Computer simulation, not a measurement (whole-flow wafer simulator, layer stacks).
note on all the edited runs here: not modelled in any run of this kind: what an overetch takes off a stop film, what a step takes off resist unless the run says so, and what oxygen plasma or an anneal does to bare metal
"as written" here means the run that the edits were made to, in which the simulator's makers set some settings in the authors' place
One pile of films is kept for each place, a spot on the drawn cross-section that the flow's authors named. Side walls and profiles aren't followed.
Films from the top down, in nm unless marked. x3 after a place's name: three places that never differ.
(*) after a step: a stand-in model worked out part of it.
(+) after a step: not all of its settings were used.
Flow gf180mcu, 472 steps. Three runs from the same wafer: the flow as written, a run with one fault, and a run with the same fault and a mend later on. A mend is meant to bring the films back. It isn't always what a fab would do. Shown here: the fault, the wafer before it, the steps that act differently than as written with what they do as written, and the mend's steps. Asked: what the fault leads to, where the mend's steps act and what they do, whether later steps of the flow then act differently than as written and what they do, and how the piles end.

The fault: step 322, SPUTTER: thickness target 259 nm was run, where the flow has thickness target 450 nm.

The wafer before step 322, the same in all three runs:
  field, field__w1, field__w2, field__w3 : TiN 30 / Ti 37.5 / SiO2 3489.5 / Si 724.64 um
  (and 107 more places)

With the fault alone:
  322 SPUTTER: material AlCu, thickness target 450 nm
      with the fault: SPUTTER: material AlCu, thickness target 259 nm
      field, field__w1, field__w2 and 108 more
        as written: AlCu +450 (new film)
        with the fault: AlCu +259 (new film)
  Later steps of the flow that act differently than as written:
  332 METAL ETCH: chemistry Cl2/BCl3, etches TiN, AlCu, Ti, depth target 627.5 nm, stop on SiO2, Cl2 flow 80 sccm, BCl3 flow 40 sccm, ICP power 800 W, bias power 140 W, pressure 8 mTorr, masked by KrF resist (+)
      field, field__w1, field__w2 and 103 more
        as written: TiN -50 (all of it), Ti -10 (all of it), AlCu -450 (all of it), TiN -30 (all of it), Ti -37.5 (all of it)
        with the fault: TiN -50 (all of it), Ti -10 (all of it), AlCu -259 (all of it), TiN -30 (all of it), Ti -37.5 (all of it)
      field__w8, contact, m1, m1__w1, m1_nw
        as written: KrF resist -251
        with the fault: KrF resist -231.9
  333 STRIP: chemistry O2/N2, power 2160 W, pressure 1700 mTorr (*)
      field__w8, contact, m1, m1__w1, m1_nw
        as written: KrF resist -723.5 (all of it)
        with the fault: KrF resist -742.6 (all of it)
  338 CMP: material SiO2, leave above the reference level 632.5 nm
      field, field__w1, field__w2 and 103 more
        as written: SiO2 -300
        with the fault: SiO2 -491
  At the end the piles differ from the flow's by more than 2% or 0.5 nm, whichever is larger, at field, field__w1, field__w2 and 109 more.
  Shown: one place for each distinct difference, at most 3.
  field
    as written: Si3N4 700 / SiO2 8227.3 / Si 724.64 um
    with the fault: Si3N4 700 / SiO2 8036.3 / Si 724.64 um
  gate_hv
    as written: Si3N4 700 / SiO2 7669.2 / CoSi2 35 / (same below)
    with the fault: Si3N4 700 / SiO2 7478.2 / CoSi2 35 / (same below)
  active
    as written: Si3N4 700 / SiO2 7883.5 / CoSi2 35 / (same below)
    with the fault: Si3N4 700 / SiO2 7692.5 / CoSi2 35 / (same below)

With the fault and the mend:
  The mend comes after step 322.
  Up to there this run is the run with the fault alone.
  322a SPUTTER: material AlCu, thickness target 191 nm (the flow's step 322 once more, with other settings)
      field, field__w1, field__w2 and 108 more
        AlCu +191
  No later step of the flow acts differently than as written at any place that is followed.
  At the end the piles are the same as the flow's at every place that both follow.
